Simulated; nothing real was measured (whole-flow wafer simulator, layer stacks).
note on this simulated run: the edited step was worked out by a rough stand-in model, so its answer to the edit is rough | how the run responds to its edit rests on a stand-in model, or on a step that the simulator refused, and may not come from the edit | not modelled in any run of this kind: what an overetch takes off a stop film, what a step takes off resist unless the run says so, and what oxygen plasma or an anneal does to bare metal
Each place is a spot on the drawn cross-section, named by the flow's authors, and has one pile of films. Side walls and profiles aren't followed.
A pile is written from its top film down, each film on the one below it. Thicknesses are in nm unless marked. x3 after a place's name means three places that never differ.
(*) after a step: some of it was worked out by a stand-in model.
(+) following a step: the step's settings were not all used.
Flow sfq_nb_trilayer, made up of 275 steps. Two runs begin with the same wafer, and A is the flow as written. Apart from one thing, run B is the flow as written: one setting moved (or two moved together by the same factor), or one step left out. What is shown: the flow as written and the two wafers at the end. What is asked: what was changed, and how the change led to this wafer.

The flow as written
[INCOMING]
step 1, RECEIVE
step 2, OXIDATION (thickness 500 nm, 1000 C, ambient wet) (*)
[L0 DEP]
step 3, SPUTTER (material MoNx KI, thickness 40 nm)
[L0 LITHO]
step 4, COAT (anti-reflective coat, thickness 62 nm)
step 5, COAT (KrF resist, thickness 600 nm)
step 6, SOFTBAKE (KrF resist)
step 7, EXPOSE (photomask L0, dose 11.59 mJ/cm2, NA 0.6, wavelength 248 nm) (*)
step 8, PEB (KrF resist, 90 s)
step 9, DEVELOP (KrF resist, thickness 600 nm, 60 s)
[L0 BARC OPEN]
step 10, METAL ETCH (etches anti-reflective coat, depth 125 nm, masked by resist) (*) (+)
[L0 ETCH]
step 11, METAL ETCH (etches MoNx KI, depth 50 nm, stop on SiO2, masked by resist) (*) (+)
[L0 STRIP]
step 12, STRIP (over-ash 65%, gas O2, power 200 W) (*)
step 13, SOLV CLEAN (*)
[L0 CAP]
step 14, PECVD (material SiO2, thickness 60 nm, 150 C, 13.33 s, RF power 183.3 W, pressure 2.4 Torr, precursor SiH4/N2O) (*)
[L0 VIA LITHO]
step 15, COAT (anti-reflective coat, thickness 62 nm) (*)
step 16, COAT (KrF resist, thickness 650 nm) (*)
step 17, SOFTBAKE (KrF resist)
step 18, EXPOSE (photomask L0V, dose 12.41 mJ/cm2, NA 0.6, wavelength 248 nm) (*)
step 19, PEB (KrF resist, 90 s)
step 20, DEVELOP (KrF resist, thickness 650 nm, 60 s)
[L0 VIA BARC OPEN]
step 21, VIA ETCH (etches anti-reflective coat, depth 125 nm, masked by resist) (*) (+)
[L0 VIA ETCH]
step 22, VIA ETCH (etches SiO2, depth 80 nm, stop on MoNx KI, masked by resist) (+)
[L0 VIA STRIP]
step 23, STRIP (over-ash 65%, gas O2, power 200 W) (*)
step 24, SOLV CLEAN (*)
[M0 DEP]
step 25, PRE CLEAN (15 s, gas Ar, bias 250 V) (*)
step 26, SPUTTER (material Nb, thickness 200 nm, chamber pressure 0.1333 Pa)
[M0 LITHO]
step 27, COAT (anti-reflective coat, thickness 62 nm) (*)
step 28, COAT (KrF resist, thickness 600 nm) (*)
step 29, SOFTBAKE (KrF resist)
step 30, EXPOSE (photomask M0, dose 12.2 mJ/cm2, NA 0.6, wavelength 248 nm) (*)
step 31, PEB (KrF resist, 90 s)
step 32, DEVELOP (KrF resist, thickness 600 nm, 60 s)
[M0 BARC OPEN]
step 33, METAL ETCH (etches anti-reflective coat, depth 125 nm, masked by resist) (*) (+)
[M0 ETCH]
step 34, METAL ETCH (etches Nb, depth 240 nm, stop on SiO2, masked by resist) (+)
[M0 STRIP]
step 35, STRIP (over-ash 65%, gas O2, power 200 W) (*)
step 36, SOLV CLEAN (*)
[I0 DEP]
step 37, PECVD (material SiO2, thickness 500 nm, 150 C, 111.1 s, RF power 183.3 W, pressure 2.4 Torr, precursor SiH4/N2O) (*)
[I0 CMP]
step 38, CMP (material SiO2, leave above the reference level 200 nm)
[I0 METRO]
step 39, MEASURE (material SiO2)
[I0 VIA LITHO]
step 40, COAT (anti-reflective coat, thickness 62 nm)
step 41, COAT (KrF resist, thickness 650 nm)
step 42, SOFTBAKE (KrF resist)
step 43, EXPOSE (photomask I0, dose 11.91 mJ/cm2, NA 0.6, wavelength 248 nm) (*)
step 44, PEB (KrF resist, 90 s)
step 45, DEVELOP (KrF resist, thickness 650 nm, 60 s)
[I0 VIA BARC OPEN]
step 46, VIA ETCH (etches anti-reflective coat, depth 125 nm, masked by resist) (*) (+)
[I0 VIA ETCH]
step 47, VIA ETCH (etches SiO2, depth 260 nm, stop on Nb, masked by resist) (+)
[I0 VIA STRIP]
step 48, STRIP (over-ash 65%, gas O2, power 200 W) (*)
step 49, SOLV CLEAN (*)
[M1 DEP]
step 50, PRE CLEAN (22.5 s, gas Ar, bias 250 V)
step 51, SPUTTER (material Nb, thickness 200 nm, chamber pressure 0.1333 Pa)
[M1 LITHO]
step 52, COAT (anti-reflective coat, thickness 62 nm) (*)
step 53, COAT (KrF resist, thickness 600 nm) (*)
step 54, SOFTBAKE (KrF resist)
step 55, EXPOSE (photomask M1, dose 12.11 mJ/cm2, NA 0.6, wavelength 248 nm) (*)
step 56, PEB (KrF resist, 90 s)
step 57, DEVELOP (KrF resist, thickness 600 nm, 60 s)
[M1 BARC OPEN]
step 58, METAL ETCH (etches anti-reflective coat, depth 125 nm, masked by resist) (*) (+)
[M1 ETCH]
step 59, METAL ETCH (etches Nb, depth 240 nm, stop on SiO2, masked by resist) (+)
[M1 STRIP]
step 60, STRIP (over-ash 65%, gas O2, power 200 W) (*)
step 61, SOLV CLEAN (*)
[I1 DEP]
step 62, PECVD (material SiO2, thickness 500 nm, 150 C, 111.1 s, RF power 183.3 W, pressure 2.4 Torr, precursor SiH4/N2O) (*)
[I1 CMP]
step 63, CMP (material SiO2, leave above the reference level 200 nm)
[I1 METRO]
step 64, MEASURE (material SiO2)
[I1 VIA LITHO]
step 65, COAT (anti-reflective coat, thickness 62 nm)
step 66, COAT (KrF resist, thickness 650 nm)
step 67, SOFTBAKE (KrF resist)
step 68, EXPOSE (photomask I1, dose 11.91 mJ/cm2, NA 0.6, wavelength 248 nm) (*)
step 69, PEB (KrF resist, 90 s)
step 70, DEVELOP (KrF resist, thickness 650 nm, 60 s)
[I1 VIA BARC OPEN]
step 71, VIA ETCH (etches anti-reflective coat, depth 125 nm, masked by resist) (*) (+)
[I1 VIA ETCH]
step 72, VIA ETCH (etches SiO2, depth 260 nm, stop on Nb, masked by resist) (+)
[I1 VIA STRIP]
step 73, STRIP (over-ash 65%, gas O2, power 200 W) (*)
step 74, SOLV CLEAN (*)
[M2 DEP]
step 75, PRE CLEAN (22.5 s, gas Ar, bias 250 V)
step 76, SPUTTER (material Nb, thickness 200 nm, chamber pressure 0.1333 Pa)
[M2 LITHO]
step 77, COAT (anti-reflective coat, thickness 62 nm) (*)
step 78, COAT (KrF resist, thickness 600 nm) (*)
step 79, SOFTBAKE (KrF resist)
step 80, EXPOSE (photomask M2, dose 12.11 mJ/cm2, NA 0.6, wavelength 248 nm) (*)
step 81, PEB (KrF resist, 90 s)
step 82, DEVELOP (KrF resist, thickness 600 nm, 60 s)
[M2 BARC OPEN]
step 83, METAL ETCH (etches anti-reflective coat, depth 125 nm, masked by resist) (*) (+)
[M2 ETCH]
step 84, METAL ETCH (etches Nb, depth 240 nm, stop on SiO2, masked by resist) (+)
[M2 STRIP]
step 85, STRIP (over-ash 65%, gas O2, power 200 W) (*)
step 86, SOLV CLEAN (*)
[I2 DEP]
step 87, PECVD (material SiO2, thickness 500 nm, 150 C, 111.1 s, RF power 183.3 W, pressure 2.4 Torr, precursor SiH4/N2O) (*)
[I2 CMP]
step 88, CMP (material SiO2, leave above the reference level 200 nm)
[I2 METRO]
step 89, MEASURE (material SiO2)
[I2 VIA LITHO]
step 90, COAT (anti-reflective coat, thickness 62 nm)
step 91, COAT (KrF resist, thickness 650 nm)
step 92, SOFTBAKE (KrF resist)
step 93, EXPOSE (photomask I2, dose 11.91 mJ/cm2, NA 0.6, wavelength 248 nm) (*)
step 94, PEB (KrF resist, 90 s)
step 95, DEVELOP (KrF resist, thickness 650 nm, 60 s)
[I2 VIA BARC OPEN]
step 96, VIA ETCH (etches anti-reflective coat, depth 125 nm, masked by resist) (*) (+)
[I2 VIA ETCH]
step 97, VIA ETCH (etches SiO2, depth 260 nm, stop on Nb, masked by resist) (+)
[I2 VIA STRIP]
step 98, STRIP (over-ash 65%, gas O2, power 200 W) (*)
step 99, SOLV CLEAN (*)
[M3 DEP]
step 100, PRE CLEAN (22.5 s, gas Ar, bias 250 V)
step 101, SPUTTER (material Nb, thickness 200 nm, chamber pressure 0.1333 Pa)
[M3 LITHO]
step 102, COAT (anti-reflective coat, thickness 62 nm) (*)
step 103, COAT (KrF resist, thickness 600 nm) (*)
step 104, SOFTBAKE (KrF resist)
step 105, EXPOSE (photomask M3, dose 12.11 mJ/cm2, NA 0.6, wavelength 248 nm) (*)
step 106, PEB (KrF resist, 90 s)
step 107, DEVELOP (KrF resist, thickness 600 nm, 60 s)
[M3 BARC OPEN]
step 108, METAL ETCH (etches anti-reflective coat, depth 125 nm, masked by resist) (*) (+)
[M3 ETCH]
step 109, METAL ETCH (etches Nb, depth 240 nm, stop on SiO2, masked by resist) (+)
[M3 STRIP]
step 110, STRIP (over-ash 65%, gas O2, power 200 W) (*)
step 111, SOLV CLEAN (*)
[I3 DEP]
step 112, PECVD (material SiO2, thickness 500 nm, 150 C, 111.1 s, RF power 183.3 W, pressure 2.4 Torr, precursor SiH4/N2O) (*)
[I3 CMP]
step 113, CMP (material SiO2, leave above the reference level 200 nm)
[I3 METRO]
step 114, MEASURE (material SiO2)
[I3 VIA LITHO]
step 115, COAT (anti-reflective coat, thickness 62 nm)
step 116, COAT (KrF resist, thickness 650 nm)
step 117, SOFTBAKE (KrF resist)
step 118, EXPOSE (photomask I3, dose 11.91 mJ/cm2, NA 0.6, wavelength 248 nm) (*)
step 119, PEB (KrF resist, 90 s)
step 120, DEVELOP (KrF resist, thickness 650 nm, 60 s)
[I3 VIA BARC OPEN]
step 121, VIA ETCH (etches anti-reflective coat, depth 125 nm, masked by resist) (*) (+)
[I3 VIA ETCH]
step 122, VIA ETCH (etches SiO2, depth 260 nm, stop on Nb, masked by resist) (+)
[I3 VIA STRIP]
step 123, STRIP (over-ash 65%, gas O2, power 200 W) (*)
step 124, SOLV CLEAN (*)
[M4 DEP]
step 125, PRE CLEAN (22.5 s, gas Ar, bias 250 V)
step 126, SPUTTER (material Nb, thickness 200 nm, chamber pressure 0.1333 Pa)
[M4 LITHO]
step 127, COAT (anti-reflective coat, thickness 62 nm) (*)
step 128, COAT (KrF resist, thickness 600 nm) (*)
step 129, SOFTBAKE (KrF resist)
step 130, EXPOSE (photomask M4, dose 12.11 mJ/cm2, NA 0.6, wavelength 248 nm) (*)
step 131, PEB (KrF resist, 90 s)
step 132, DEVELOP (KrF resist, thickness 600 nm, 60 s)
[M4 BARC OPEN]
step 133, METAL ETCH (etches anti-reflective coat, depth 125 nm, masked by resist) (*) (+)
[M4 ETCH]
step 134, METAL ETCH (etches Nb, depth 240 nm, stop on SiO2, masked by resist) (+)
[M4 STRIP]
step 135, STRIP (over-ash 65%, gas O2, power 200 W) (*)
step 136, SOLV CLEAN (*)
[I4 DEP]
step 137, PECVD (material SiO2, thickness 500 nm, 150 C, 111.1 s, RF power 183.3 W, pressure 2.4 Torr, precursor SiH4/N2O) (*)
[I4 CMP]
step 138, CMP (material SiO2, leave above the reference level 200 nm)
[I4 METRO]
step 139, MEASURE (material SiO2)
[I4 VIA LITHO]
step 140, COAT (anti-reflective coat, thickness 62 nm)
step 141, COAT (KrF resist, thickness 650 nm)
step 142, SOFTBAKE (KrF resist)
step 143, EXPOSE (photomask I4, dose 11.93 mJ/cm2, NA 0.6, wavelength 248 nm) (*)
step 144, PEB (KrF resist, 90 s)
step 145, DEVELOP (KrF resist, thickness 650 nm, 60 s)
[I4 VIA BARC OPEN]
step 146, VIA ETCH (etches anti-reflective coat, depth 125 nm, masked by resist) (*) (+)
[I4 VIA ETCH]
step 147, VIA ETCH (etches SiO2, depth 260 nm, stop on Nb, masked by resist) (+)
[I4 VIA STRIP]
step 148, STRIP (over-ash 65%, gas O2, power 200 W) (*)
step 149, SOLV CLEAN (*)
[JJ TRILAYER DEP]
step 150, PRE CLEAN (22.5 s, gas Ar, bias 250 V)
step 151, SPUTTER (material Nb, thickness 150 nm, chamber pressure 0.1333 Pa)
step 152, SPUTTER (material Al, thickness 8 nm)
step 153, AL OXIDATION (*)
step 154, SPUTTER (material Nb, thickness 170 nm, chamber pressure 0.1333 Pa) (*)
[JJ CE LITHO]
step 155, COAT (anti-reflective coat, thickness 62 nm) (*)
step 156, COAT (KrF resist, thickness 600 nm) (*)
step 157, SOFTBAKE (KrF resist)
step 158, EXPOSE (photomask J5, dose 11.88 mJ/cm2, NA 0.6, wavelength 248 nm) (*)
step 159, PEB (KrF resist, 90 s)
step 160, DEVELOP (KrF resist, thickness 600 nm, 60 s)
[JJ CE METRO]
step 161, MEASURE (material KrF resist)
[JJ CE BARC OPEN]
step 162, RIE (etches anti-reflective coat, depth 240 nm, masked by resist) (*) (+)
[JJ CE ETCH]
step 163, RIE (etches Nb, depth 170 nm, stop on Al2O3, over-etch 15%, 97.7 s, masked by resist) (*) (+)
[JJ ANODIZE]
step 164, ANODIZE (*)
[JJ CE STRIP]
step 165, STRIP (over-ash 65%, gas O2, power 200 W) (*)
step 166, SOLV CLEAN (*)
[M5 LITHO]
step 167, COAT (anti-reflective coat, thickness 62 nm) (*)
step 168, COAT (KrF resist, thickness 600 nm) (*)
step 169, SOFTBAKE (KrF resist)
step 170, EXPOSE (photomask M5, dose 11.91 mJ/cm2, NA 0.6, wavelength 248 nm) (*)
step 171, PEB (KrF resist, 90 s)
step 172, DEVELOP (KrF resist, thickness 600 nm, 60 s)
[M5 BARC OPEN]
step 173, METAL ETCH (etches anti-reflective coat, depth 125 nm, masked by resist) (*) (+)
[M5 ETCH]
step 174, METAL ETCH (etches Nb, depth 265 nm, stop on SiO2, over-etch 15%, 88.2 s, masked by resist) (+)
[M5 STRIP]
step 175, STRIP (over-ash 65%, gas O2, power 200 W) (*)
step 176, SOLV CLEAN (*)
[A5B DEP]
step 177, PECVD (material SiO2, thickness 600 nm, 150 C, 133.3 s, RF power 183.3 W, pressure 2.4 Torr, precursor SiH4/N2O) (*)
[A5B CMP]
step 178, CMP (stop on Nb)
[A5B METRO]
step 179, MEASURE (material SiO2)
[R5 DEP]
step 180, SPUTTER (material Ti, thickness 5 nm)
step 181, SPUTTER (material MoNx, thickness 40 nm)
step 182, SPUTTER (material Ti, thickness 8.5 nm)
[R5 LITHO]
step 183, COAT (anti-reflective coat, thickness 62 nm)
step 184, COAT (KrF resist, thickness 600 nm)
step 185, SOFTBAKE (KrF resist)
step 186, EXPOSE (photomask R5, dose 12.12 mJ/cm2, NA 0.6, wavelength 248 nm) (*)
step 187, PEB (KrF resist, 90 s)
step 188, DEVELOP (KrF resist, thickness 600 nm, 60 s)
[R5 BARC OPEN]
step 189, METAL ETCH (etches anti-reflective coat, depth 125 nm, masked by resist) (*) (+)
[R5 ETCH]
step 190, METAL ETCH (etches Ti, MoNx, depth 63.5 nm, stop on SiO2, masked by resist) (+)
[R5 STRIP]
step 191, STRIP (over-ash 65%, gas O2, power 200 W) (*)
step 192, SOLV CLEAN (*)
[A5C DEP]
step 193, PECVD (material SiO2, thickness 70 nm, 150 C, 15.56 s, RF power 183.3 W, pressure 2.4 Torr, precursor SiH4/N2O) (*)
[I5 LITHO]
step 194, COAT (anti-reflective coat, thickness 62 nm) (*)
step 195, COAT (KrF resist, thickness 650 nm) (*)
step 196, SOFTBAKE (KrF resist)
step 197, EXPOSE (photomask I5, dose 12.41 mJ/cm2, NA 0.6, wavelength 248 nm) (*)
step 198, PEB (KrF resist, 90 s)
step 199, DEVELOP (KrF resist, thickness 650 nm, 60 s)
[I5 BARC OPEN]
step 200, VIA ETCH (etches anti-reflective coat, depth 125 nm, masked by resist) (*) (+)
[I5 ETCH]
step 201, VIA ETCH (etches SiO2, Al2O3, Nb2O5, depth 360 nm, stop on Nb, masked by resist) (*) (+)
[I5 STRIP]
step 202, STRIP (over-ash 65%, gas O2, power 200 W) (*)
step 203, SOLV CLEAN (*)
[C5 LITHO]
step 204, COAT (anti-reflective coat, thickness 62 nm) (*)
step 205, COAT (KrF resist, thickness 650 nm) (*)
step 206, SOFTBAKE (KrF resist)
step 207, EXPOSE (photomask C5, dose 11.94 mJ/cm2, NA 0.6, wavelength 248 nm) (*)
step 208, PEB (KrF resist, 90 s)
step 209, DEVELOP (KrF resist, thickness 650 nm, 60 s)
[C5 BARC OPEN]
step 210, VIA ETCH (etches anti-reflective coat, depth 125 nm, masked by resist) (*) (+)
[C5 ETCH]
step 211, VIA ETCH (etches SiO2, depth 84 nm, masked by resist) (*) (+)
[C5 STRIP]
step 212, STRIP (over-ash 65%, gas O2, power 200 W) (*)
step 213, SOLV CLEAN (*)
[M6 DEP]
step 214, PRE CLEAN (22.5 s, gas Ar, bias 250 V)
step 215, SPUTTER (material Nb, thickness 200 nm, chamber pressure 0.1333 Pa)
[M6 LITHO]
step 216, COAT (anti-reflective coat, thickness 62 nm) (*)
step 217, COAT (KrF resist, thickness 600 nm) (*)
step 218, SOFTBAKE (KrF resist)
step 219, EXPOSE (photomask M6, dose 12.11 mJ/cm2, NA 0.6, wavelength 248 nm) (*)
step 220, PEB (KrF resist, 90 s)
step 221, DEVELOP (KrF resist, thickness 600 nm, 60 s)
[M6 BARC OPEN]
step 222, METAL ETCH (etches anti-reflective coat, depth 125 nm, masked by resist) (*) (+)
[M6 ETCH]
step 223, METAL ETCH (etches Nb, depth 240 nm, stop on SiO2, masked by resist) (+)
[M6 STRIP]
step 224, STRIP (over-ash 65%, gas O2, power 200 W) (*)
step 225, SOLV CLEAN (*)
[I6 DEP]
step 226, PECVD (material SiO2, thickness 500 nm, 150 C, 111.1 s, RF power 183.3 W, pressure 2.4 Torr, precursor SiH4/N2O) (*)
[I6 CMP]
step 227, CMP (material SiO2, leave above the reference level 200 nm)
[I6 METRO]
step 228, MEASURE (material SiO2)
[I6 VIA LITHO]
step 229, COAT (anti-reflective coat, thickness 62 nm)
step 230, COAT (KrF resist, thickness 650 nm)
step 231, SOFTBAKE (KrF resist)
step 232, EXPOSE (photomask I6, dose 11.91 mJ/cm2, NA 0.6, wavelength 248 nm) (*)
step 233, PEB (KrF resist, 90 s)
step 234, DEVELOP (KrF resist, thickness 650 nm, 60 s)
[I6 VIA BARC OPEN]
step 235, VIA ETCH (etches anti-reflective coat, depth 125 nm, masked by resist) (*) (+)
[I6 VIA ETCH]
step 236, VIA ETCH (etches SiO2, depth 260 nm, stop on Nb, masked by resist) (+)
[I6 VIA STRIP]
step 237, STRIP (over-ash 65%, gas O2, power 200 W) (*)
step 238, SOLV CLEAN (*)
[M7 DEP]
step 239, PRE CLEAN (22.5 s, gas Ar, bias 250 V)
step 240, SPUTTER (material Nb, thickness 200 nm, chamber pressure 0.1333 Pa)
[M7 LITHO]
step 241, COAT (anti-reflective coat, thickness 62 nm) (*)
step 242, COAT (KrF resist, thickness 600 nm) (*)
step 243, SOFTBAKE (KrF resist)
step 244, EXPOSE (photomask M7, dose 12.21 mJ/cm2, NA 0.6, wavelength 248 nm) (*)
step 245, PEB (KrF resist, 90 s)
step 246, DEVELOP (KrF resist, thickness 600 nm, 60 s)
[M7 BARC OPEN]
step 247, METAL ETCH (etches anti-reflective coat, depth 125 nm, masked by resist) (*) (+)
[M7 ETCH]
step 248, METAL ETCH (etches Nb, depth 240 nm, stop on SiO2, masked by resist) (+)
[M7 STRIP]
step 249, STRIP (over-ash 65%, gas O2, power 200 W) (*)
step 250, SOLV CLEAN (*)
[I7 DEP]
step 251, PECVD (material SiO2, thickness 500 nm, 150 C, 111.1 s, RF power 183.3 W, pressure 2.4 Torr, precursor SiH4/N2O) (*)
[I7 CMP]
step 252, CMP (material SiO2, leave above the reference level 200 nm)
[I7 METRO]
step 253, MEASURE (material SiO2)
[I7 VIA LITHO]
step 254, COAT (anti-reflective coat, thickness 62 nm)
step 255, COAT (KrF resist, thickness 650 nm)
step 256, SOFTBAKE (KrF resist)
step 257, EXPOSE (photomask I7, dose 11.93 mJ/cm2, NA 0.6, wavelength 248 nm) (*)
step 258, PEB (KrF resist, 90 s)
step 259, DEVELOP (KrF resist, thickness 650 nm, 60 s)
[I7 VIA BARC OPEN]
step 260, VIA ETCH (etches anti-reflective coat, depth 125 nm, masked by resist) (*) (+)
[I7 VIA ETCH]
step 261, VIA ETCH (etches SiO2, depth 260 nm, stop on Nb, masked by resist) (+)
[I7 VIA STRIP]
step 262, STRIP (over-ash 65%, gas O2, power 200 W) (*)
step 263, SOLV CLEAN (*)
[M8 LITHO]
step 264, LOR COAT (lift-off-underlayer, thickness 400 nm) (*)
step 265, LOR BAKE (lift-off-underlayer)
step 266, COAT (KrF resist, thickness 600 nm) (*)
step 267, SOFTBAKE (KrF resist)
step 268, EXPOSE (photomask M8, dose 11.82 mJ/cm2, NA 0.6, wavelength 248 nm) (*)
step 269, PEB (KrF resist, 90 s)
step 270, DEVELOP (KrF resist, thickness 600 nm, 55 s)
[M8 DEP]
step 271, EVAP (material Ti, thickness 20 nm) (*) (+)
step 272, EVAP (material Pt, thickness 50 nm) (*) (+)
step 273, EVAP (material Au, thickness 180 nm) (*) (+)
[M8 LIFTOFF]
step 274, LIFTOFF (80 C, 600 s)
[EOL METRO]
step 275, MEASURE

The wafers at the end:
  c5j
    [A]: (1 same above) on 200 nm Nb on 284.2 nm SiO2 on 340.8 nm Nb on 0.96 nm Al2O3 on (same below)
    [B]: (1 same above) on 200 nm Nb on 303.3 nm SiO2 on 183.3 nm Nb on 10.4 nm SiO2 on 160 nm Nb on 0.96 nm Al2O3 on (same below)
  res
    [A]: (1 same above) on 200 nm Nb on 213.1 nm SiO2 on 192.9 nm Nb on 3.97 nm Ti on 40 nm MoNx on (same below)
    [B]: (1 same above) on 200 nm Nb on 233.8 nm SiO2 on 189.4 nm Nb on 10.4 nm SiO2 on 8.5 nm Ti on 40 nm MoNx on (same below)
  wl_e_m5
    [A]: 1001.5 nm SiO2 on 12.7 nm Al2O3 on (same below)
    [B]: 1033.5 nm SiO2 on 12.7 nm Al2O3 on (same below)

The reason: step 193, PECVD: thickness 102 nm was run, though the flow has thickness 70 nm; step 193, PECVD: 22.56 s was run, where the flow has 15.56 s.

How this came from the change, step by step:
  step 193, PECVD (material SiO2, thickness 70 nm, 150 C, 15.56 s, RF power 183.3 W, pressure 2.4 Torr, precursor SiH4/N2O) (*)
      field_l, v_sur, via_wl and 92 more: A +70 SiO2 | B +102 SiO2
      ce_l, c5j, ce_r and 8 more: A +70 SiO2 (new film) | B +102 SiO2 (new film)
  step 201, VIA ETCH (etches SiO2, Al2O3, Nb2O5, depth 360 nm, stop on Nb, masked by resist) (*) (+)
      be: A -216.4 SiO2 (all of it), -12.7 Al2O3 (all of it), -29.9 Nb2O5 (all of it) | B -248.4 SiO2 (all of it), -12.7 Al2O3 (all of it), -29.9 Nb2O5 (all of it)
  step 204, COAT (anti-reflective coat, thickness 62 nm) (*)
      be: A +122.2 anti-reflective coat (new film) | B +126.9 anti-reflective coat (new film)
      be_sur: A +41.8 anti-reflective coat (new film) | B +40.7 anti-reflective coat (new film)
  step 205, COAT (KrF resist, thickness 650 nm) (*)
      be: A +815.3 KrF resist (new film) | B +838.2 KrF resist (new film)
  step 211, VIA ETCH (etches SiO2, depth 84 nm, masked by resist) (*) (+)
      c5j: A -69.9 SiO2 (all of it), -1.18 Nb | B -84 SiO2
      res: A -69.9 SiO2 (all of it) | B -84 SiO2
  step 212, STRIP (over-ash 65%, gas O2, power 200 W) (*)
      be: A -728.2 KrF resist (all of it), -122.2 anti-reflective coat (all of it) | B -751 KrF resist (all of it), -126.9 anti-reflective coat (all of it)
      be_sur: A -559.6 KrF resist (all of it), -41.8 anti-reflective coat (all of it) | B -557.7 KrF resist (all of it), -40.7 anti-reflective coat (all of it)
  step 214, PRE CLEAN (22.5 s, gas Ar, bias 250 V)
      c5j: A -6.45 Nb | B -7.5 SiO2
      res: A -4.53 Ti | B -7.5 SiO2
  step 215, SPUTTER (material Nb, thickness 200 nm, chamber pressure 0.1333 Pa)
      c5j: A +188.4 Nb | B +183.3 Nb (new film)
      be: A +147.3 Nb | B +140.3 Nb
  step 216, COAT (anti-reflective coat, thickness 62 nm) (*)
      wire: A +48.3 anti-reflective coat (new film) | B +47.2 anti-reflective coat (new film)
      be: A +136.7 anti-reflective coat (new film) | B +142.3 anti-reflective coat (new film)
      (and at 6 other places as well)
  step 217, COAT (KrF resist, thickness 600 nm) (*)
      be: A +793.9 KrF resist (new film) | B +828.5 KrF resist (new film)
  step 224, STRIP (over-ash 65%, gas O2, power 200 W) (*)
      wire: A -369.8 KrF resist (all of it), -48.3 anti-reflective coat (all of it) | B -371.3 KrF resist (all of it), -47.2 anti-reflective coat (all of it)
      be: A -575.8 KrF resist (all of it), -136.7 anti-reflective coat (all of it) | B -610.3 KrF resist (all of it), -142.3 anti-reflective coat (all of it)
      (and at 6 other places as well)
  step 226, PECVD (material SiO2, thickness 500 nm, 150 C, 111.1 s, RF power 183.3 W, pressure 2.4 Torr, precursor SiH4/N2O) (*)
      be: A +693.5 SiO2 (new film) | B +732.6 SiO2 (new film)
      c5j: A +514.7 SiO2 (new film) | B +533.8 SiO2 (new film)
  step 227, CMP (material SiO2, leave above the reference level 200 nm)
      res: A -279.4 SiO2 | B -258.7 SiO2
With metal films that touch counted as one body, c5j has 5 bodies (between them, from the top down: SiO2 303.3; SiO2 10.4; Al2O3 0.96; SiO2 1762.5); the flow as written gives 4 bodies (between them, from the top down: SiO2 284.2; Al2O3 0.96; SiO2 1762.5).
With metal films that touch counted as one body, res has 4 bodies (between them, from the top down: SiO2 233.8; SiO2 10.4; SiO2 2090.9); the flow as written gives 3 bodies (between them, from the top down: SiO2 213.1; SiO2 2090.9).
